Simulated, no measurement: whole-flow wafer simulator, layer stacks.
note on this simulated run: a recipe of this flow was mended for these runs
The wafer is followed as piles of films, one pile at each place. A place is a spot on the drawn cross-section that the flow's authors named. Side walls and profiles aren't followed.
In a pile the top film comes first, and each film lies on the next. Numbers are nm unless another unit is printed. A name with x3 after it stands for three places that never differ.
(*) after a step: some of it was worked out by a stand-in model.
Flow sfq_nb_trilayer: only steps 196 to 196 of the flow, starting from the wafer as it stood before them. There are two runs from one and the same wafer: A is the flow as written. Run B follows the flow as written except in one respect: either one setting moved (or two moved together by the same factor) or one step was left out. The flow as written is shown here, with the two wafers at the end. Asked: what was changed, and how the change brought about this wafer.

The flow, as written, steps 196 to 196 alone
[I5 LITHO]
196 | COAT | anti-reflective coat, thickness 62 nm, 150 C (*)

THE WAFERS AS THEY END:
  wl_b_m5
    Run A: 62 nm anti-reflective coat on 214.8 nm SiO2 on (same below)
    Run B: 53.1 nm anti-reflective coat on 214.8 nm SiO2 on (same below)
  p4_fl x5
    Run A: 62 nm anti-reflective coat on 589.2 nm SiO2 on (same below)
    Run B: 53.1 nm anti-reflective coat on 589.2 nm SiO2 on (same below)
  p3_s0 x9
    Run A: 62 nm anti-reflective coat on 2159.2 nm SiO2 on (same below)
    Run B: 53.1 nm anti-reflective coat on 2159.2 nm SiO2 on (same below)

The reason: step 196, COAT: thickness 53.1 nm was run, while the flow as written has thickness 62 nm.
The wafer lets one read it off: wl_b_m5 has anti-reflective coat 53.1, and step 196 as written asks for 62 nm.

Step by step, how the change led to this:
  196 | COAT | anti-reflective coat, thickness 62 nm, 150 C (*)
      p4_fl x5, p4_w1 x9, p3_s0 x9 and 41 more: A anti-reflective coat gains 62 (new film) | B anti-reflective coat gains 53.1 (new film)
      via_wl, via_w, via_wr, via_sp, via_v, lsp_r, l0_sur, l0v: A anti-reflective coat gains 62.3 (new film) | B anti-reflective coat gains 53.4 (new film)
      (as well as at 34 more places)
